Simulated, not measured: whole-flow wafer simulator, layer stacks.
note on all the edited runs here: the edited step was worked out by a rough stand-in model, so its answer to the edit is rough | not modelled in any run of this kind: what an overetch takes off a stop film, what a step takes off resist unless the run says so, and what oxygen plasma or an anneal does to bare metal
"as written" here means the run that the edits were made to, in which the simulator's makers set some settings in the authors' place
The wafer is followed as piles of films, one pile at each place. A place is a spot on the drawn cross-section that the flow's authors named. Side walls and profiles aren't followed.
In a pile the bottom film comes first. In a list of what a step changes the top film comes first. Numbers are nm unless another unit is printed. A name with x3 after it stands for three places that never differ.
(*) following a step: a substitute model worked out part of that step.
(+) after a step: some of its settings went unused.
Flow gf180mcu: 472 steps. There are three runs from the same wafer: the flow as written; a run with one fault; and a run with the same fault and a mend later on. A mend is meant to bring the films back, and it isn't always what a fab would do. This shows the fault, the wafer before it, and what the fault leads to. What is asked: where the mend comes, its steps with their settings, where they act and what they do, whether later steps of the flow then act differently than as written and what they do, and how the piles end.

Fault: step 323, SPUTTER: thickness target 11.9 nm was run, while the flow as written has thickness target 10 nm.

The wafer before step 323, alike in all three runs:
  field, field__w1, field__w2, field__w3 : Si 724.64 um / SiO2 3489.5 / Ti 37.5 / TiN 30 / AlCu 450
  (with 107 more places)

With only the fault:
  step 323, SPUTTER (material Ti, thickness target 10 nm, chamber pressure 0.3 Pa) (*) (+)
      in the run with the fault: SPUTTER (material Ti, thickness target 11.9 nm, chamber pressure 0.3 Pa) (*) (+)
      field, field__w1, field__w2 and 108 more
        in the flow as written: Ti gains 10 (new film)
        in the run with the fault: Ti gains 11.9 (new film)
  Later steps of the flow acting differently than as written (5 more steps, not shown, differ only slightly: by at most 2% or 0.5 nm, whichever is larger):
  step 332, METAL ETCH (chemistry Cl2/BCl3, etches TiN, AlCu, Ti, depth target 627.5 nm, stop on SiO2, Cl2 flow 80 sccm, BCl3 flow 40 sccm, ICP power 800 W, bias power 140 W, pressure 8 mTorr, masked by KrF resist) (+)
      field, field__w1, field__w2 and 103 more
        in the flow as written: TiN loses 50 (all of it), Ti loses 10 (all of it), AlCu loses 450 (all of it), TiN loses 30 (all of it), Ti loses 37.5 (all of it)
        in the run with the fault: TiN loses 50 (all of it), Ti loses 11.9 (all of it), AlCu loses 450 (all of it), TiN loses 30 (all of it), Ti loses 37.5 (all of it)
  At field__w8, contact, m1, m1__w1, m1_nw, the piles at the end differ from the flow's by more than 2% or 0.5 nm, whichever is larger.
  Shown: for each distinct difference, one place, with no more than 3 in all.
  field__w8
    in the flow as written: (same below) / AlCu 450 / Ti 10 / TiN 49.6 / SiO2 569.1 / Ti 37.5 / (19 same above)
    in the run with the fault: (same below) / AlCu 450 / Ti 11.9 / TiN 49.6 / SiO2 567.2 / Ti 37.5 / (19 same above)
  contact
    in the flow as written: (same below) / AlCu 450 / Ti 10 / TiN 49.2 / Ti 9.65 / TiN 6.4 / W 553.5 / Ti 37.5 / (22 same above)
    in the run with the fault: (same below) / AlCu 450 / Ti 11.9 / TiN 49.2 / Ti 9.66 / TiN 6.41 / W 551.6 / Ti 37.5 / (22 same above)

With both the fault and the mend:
  The mend follows step 323.
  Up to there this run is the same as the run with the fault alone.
  step 323a, METAL ETCH (chemistry Cl2/BCl3, etches TiN, AlCu, Ti, depth target 1.9 nm, Cl2 flow 80 sccm, BCl3 flow 40 sccm, ICP power 800 W, bias power 140 W, pressure 8 mTorr) (the flow's step 260 again, with other settings)
      field, field__w1, field__w2 and 108 more
        Ti loses 1.9
  Every later step of the flow that is run acts as written at every place that is followed.
  At every place that both follow, the piles at the end match the flow's.
